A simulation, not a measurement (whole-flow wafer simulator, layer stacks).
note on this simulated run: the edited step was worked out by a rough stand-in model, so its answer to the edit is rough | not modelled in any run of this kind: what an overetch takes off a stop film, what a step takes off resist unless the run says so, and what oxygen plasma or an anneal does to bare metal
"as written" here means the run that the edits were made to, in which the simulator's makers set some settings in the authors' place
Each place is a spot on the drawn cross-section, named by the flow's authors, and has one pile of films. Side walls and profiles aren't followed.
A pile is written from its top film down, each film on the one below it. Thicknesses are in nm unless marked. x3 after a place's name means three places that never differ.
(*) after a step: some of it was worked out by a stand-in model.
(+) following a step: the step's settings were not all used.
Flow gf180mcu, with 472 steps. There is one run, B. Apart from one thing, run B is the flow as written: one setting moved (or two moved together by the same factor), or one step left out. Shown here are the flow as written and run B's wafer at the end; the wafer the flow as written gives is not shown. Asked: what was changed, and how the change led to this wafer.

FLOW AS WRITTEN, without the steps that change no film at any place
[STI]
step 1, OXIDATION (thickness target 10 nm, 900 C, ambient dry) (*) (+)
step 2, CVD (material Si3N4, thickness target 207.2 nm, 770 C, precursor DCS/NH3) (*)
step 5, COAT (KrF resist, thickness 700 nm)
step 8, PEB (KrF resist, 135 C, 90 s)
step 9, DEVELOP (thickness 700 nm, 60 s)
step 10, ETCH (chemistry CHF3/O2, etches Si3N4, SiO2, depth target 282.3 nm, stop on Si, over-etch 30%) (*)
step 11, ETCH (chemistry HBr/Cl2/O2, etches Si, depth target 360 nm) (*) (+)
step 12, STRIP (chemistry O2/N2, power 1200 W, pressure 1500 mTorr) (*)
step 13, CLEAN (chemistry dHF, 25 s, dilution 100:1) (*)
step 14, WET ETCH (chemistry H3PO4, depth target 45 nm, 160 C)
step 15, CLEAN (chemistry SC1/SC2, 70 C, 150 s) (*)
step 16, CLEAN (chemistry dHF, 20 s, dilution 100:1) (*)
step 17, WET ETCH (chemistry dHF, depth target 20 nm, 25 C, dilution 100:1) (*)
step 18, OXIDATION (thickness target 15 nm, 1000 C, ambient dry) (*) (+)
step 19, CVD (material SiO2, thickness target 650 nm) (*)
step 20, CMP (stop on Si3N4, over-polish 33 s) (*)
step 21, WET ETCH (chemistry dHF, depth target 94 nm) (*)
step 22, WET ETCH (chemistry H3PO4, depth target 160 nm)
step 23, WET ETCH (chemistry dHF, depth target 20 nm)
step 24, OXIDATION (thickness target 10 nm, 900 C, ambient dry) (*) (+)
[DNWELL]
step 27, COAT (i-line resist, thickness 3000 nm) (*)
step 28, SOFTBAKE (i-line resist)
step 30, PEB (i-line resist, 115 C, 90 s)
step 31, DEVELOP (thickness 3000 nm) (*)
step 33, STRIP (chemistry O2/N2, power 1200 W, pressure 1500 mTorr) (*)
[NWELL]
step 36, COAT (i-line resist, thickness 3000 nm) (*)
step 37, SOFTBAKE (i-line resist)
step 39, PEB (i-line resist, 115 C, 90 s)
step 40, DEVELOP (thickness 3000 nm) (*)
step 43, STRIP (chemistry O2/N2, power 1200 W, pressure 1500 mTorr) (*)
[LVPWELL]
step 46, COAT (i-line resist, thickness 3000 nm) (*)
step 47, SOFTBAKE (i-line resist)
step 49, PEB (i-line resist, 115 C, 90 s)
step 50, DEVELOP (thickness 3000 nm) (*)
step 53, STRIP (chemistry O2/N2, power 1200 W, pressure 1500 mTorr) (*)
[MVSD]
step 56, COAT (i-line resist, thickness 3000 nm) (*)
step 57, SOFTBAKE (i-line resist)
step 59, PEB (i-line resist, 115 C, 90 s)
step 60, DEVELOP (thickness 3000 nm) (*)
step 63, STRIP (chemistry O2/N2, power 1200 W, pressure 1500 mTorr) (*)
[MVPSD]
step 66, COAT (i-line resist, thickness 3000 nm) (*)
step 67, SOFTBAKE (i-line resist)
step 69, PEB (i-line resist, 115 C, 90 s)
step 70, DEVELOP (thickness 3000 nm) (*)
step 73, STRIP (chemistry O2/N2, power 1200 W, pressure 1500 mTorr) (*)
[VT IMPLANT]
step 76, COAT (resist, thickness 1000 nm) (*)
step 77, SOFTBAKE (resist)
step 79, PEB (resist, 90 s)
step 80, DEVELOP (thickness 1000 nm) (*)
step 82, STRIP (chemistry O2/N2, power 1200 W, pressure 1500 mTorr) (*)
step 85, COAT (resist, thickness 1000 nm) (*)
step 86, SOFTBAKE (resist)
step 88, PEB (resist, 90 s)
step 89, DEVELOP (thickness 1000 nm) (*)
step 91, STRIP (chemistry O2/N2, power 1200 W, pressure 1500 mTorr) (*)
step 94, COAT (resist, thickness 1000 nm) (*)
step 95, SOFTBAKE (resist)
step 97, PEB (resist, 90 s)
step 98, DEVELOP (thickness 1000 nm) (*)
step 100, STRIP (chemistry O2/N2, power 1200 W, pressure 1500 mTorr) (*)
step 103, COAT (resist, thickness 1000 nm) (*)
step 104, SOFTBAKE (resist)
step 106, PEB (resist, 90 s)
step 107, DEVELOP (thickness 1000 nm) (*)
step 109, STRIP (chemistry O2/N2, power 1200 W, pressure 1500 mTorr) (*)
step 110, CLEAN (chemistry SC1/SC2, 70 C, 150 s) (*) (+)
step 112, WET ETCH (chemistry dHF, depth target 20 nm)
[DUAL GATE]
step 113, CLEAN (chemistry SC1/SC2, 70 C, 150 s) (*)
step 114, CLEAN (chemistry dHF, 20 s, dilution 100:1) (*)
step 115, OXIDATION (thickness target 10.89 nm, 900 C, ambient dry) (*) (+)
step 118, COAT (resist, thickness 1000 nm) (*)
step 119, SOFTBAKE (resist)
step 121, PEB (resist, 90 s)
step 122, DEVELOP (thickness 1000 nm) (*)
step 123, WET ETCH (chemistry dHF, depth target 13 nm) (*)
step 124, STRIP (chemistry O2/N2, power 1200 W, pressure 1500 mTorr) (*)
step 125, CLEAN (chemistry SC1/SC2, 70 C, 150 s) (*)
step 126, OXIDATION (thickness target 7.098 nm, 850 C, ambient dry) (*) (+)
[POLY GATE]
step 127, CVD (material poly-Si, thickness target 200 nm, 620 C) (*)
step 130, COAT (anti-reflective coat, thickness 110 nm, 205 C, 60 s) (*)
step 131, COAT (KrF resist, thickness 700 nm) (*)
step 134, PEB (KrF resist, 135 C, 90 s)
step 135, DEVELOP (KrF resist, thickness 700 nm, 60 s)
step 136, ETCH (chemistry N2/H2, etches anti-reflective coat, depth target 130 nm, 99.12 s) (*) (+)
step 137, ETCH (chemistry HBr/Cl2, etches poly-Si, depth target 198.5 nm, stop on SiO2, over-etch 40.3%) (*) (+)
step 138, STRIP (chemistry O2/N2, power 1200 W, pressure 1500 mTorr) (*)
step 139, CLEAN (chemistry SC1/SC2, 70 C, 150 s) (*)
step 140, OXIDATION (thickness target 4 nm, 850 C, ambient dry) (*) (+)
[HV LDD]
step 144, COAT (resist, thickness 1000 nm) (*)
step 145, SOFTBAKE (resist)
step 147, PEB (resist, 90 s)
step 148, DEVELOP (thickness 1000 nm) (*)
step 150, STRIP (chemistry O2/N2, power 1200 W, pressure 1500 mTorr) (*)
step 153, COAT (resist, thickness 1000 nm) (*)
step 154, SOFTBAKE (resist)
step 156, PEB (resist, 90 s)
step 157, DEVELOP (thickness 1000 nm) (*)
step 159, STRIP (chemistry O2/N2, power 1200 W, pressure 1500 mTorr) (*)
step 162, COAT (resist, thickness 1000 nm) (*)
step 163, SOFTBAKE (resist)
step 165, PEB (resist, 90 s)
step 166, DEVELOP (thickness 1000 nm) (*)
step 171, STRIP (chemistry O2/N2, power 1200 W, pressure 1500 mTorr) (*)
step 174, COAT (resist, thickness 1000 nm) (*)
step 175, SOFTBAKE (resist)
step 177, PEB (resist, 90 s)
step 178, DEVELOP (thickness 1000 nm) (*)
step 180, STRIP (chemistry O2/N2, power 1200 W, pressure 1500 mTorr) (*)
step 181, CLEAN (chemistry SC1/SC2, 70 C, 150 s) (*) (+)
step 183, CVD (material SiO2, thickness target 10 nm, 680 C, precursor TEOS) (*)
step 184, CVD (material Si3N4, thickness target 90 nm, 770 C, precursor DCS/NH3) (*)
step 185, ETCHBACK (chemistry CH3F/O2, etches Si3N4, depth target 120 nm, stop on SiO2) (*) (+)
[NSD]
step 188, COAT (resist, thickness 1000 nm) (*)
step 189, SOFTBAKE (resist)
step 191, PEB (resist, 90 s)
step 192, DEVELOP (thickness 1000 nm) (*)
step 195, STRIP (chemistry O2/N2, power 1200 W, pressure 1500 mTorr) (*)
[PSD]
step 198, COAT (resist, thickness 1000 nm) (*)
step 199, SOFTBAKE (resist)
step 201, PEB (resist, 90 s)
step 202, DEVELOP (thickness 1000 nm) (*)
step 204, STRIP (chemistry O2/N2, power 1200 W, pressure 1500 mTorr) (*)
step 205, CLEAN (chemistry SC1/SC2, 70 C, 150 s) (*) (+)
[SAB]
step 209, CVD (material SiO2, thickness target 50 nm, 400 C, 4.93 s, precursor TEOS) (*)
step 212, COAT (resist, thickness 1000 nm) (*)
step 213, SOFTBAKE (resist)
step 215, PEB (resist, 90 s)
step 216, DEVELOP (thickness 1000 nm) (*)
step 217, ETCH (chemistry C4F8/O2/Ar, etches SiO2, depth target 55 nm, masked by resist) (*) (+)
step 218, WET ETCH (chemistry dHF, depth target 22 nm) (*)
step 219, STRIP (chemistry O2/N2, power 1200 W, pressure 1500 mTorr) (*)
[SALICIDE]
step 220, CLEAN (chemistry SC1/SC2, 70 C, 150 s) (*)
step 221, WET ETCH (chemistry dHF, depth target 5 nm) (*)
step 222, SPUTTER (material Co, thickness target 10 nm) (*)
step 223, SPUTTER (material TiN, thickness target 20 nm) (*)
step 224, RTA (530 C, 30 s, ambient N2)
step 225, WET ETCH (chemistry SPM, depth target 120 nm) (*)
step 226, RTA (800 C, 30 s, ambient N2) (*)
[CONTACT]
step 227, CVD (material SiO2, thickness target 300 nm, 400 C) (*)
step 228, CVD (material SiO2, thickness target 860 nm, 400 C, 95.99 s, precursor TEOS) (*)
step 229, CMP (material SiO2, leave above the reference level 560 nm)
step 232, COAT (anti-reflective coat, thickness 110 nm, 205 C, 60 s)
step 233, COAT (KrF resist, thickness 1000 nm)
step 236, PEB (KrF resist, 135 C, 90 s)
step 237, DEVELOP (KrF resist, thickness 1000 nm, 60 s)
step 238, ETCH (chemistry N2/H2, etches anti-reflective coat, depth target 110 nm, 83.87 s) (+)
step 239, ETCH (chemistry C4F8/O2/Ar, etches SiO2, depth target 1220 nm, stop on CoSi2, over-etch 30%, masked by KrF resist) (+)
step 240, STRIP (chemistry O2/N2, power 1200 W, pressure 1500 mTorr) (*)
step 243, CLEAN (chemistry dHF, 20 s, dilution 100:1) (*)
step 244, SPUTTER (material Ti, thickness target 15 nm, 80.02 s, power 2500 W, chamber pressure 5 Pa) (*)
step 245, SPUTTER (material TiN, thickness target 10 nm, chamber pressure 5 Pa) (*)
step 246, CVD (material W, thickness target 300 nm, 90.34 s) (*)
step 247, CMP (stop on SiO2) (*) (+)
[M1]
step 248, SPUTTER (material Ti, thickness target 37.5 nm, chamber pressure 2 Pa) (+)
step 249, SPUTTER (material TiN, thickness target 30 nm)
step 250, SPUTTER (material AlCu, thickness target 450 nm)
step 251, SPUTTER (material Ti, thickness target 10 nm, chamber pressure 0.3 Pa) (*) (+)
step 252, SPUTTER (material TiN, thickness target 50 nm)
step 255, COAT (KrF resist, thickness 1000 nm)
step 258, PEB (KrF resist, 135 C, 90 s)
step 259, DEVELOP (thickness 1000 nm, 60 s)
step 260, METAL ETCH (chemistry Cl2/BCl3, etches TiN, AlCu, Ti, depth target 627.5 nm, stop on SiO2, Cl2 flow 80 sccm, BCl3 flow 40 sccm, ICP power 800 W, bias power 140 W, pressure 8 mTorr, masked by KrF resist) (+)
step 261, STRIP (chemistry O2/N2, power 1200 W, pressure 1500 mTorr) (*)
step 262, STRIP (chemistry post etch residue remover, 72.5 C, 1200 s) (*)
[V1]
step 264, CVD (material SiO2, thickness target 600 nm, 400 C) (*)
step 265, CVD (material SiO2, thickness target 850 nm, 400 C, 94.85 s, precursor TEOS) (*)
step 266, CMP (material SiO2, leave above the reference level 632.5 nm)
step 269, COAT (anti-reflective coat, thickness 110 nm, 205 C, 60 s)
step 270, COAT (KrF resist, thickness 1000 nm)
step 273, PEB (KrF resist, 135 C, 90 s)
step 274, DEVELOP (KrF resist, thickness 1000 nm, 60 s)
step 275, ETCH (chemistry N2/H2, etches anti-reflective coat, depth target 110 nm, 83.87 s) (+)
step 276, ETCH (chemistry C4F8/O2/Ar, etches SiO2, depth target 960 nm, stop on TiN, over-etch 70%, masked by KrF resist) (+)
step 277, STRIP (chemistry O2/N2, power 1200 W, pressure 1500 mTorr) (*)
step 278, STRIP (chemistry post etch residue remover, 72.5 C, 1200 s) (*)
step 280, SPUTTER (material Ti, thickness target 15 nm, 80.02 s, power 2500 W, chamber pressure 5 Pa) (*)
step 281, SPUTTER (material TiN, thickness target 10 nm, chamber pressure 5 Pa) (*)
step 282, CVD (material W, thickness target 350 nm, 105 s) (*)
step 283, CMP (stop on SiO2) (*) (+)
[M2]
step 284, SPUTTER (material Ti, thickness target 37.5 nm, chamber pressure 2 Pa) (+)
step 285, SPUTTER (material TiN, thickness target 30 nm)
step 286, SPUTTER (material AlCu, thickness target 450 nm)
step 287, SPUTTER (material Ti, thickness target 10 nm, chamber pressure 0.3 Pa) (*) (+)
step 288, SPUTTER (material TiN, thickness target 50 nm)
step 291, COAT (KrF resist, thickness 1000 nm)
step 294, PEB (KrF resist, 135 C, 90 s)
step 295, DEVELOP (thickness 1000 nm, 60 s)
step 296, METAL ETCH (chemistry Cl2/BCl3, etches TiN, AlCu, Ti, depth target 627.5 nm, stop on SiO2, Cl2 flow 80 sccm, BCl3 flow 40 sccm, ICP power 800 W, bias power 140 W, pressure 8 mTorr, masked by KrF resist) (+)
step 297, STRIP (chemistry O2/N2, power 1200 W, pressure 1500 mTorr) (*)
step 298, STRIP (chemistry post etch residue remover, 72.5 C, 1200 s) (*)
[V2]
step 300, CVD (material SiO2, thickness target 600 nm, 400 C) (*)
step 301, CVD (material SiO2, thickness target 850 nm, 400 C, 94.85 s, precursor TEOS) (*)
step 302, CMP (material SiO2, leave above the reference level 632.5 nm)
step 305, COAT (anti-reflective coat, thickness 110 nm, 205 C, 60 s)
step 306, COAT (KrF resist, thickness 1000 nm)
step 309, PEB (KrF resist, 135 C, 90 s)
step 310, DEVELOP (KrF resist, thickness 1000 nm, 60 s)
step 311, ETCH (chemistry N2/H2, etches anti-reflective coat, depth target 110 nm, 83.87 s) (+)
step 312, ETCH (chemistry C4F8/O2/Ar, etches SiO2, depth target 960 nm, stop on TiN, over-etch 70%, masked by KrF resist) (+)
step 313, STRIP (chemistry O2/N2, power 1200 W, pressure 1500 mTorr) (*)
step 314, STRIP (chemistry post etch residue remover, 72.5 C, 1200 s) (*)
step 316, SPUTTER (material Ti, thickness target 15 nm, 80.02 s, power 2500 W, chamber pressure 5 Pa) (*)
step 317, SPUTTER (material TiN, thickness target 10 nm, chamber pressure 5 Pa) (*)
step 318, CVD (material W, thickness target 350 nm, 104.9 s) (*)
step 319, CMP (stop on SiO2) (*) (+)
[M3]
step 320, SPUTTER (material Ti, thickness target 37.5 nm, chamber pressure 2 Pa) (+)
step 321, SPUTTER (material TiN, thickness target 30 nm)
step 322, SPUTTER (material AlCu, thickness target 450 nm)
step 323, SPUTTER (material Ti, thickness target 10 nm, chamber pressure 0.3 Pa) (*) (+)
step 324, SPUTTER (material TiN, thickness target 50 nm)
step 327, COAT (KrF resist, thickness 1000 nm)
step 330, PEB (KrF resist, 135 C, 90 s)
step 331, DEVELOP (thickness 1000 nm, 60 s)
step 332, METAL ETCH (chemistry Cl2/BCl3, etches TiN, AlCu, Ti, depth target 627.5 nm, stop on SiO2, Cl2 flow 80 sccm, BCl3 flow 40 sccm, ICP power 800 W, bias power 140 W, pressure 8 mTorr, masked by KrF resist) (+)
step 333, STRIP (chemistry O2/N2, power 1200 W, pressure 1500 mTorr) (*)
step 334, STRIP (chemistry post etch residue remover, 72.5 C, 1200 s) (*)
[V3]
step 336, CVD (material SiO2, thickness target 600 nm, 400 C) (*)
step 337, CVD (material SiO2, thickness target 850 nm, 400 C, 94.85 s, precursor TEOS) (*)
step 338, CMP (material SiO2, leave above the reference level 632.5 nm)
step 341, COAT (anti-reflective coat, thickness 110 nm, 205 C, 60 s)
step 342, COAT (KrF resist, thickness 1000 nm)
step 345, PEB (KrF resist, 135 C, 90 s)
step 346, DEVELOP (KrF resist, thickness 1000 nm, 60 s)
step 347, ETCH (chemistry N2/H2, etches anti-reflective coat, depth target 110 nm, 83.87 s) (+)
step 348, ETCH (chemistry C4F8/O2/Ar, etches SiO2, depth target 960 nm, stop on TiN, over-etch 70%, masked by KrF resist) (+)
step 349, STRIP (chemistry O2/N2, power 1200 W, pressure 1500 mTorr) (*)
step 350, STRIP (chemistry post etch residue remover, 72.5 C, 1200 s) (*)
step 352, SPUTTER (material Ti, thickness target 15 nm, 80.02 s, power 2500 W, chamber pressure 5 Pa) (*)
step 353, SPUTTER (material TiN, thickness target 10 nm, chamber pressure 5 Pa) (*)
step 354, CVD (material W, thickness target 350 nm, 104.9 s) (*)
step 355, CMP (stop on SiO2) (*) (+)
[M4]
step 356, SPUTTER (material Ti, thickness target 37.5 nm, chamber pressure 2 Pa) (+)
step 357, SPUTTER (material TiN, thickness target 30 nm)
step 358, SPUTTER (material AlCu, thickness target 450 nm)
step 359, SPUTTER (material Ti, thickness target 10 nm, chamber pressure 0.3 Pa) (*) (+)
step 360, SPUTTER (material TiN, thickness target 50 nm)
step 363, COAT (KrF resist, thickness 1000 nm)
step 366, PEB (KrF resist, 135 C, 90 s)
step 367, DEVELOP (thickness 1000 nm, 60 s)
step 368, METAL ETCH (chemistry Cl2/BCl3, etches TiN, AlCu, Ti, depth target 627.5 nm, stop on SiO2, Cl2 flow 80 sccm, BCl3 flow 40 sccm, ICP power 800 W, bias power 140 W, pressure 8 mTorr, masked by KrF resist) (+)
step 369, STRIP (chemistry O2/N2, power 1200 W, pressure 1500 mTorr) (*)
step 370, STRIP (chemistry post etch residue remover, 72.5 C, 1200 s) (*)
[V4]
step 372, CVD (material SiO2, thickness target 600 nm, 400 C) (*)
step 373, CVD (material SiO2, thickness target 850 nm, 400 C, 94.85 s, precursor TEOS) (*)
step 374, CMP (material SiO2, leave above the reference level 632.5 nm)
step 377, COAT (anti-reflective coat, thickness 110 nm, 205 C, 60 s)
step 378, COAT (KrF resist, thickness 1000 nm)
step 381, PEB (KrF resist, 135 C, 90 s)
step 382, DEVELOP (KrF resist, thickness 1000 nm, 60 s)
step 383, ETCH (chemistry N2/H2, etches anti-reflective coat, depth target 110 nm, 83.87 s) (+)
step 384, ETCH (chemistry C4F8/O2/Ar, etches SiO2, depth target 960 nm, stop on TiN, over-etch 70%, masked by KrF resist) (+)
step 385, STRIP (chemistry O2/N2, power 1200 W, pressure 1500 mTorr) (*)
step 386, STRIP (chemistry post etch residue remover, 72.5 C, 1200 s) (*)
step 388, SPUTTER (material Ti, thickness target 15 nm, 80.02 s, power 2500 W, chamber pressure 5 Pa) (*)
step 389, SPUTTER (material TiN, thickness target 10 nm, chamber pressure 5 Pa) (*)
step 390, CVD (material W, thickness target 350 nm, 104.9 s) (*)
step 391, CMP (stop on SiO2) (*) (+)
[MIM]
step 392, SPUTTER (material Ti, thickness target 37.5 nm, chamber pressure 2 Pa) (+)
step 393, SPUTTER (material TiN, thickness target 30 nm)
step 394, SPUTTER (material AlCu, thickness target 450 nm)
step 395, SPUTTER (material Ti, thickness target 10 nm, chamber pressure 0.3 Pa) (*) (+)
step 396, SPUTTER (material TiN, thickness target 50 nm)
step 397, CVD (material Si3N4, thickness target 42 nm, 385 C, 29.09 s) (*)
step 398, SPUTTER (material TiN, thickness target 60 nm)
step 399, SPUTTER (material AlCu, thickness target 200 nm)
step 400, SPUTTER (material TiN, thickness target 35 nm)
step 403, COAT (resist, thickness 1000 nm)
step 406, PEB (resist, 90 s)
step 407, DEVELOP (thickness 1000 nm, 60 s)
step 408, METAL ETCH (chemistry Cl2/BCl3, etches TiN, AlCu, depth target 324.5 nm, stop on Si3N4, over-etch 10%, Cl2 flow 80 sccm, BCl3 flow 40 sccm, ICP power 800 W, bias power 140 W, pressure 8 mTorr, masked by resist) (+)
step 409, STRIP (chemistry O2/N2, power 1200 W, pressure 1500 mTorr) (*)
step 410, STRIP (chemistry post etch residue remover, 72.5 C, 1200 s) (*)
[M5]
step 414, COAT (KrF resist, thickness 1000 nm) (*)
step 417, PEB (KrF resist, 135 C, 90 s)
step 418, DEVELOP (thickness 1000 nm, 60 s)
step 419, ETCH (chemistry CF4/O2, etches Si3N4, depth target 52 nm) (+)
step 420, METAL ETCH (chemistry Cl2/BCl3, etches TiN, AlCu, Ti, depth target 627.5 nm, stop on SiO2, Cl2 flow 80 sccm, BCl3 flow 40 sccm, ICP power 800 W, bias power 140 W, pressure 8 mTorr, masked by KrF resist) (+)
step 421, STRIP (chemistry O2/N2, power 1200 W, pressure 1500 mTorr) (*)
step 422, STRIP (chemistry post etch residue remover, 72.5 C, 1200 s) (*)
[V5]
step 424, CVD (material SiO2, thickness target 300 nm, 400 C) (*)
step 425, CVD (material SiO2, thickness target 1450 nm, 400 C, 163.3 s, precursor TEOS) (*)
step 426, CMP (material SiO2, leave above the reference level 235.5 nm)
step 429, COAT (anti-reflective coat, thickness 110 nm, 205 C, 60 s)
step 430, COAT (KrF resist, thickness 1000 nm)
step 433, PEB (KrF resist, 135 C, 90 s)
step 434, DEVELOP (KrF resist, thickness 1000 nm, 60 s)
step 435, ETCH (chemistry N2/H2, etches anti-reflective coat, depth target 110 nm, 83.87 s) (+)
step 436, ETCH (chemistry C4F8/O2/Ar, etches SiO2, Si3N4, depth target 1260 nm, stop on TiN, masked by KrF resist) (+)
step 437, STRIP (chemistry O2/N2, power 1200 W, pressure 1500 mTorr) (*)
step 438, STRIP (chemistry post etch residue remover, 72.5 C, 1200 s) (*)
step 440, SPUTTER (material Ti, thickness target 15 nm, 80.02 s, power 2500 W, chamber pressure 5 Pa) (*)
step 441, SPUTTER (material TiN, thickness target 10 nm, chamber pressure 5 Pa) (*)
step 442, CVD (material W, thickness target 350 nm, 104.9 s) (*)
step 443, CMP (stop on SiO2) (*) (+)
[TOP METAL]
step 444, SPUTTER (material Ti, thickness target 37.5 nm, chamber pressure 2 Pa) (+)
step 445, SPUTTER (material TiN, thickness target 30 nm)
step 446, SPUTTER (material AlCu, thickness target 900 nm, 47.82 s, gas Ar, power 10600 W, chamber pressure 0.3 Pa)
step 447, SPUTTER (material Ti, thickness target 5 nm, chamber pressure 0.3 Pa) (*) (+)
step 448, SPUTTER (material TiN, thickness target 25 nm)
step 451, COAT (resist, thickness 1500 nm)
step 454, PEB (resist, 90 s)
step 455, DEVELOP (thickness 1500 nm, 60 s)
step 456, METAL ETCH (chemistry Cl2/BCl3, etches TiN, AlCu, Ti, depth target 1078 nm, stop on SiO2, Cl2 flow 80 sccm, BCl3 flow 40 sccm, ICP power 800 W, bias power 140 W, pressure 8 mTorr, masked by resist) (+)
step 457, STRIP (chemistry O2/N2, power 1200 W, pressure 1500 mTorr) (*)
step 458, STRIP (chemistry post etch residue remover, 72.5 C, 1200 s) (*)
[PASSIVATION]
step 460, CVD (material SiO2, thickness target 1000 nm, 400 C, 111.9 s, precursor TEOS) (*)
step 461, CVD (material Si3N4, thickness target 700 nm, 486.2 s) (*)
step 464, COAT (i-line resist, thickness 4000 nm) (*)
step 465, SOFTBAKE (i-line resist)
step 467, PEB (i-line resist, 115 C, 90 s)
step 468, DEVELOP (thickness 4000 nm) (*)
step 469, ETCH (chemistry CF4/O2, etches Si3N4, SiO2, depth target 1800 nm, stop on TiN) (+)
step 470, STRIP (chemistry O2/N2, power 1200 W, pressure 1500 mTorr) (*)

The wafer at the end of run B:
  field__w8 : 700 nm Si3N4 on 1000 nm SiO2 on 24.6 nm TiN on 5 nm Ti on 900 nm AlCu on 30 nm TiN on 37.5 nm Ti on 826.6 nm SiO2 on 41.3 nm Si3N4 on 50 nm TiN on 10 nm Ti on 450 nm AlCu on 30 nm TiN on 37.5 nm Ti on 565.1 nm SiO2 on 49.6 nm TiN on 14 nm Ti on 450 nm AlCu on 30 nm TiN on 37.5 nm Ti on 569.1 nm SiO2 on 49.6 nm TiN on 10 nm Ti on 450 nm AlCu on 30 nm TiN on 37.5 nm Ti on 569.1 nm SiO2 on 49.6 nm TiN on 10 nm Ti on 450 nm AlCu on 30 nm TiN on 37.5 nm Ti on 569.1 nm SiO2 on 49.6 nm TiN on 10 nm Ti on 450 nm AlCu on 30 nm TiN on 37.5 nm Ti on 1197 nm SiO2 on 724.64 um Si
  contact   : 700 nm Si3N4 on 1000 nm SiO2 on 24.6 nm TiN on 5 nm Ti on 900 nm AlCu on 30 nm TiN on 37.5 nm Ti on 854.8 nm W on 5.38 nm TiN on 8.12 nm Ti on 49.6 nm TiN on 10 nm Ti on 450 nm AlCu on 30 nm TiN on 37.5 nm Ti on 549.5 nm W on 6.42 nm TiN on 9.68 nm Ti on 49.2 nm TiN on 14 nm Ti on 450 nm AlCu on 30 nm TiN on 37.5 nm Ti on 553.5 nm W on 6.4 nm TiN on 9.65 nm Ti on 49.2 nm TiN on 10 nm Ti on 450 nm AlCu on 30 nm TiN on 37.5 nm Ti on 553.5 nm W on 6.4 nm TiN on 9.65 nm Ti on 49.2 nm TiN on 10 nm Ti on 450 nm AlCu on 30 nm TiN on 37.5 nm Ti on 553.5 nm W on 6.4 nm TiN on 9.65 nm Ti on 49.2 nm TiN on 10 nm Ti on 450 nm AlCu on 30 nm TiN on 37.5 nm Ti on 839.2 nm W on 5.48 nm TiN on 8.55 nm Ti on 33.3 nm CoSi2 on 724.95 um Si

What caused this: step 359, SPUTTER: thickness target 14 nm was run, whereas the flow has thickness target 10 nm.
The wafer itself shows it: field__w8 has Ti 14, and step 359 as written asks for 10 nm.

How this came from the change, step by step:
  step 359, SPUTTER (material Ti, thickness target 10 nm, chamber pressure 0.3 Pa) (*) (+)
      field, field__w1, field__w2 and 108 more: +14 Ti (new film) (it would be, as written: +10 Ti (new film))
  step 368, METAL ETCH (chemistry Cl2/BCl3, etches TiN, AlCu, Ti, depth target 627.5 nm, stop on SiO2, Cl2 flow 80 sccm, BCl3 flow 40 sccm, ICP power 800 W, bias power 140 W, pressure 8 mTorr, masked by KrF resist) (+)
      field, field__w1, field__w2 and 103 more: -50 TiN (all of it), -14 Ti (all of it), -450 AlCu (all of it), -30 TiN (all of it), -37.5 Ti (all of it) (it would be, as written: -50 TiN (all of it), -10 Ti (all of it), -450 AlCu (all of it), -30 TiN (all of it), -37.5 Ti (all of it))
